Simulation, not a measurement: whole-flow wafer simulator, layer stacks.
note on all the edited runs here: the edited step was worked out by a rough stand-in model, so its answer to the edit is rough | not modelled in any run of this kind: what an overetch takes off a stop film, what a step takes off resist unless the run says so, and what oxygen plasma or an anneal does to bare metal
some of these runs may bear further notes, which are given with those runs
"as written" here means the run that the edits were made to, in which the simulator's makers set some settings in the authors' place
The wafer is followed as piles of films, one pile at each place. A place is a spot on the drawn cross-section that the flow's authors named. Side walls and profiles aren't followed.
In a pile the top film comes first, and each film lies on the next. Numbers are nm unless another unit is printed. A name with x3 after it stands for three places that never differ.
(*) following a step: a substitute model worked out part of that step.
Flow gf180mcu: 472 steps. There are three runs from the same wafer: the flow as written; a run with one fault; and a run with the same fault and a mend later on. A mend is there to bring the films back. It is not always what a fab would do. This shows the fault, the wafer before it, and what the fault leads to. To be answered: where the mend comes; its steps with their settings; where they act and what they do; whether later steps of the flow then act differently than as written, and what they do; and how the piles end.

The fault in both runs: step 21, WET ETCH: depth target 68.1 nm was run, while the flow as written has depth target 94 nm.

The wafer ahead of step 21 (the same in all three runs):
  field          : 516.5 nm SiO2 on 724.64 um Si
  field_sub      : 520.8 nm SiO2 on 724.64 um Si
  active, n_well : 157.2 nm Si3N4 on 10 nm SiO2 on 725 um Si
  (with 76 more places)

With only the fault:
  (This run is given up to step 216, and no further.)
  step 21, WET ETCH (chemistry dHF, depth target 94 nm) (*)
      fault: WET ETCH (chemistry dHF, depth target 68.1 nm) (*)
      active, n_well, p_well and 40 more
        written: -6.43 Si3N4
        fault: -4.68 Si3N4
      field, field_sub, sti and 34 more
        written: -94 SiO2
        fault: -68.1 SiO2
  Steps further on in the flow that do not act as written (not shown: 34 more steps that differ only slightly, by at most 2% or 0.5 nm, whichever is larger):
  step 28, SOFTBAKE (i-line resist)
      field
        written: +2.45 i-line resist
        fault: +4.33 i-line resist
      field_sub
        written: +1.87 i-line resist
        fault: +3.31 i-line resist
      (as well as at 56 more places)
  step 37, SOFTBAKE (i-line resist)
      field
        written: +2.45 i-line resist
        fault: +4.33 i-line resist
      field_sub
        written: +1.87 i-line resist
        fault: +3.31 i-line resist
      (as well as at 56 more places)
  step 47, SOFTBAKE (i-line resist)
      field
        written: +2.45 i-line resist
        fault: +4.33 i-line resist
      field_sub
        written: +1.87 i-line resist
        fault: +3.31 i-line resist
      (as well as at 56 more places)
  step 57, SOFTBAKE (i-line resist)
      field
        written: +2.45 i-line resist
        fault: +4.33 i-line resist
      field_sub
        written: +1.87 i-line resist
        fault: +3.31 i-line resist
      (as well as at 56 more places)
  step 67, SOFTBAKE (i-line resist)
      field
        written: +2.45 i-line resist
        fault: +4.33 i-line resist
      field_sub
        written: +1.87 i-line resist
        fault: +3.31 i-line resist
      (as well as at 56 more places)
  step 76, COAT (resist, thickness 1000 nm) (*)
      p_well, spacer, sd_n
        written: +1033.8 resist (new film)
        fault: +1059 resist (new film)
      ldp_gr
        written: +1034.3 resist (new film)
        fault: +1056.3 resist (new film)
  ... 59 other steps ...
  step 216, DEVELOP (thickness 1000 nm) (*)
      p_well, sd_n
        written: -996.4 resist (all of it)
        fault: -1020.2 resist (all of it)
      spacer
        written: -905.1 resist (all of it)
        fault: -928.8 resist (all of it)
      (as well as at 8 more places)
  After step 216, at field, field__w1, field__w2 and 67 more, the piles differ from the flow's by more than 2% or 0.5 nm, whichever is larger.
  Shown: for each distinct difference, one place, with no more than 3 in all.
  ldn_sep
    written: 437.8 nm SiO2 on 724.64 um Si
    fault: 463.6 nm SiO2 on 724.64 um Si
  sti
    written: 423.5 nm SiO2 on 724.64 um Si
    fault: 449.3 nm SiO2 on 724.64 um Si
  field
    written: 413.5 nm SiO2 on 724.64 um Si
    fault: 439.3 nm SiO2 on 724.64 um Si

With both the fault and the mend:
  The mend follows step 21.
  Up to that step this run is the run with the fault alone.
  step 21a, WET ETCH (chemistry dHF, depth target 25.9 nm) (the flow's step 21 again, with other settings)
      field, field_sub, sti and 34 more
        -25.9 SiO2
  None of the later steps of the flow differs from how it acts as written, at any place that is followed, by more than 2% or 0.5 nm, whichever is larger.
  By the end, the piles equal the flow's at every place that both follow.
